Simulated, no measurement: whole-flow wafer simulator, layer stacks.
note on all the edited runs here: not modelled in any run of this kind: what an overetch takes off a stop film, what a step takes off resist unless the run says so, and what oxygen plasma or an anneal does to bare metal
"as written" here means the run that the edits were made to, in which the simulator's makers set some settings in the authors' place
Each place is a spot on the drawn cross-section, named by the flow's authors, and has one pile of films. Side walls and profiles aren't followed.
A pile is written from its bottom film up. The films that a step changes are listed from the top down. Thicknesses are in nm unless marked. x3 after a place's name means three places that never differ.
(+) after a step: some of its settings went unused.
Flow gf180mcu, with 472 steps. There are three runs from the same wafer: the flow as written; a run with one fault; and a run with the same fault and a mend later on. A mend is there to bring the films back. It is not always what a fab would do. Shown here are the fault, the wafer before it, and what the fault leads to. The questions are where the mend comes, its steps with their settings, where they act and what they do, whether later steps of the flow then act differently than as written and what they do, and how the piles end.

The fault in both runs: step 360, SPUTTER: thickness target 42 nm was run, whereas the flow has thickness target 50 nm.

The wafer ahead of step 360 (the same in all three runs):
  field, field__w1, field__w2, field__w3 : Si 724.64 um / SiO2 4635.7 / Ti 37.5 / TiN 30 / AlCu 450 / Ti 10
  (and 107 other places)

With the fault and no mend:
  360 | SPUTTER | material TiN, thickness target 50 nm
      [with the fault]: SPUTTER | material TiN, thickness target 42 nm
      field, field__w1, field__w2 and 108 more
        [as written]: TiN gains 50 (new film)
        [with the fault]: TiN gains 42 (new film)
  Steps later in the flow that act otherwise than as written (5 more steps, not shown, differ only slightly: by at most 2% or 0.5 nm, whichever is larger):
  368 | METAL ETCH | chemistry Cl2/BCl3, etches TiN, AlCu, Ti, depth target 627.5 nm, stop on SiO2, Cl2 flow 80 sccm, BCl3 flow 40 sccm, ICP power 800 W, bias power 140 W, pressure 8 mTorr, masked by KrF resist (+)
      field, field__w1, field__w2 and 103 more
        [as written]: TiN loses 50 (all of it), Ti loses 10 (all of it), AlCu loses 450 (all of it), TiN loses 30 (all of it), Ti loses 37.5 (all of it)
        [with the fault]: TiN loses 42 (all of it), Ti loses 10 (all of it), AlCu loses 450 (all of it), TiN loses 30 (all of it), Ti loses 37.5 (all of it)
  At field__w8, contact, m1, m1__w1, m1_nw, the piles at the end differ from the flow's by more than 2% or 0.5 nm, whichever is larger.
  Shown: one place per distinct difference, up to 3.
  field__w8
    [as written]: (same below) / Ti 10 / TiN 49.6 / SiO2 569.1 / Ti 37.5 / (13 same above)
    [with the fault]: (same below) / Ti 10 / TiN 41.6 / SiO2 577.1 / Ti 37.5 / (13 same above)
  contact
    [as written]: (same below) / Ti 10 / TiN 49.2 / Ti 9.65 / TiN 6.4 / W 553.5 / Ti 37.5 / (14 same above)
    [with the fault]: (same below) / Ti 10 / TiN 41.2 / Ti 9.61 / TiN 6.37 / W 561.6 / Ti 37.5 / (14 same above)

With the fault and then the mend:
  The mend follows step 360.
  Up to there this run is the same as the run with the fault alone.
  360a | SPUTTER | material TiN, thickness target 8 nm (the flow's step 360, run once more with other settings)
      field, field__w1, field__w2 and 108 more
        TiN gains 8
  Every later step of the flow that is run acts as written at every place that is followed.
  At every place that both follow, the piles at the end match the flow's.
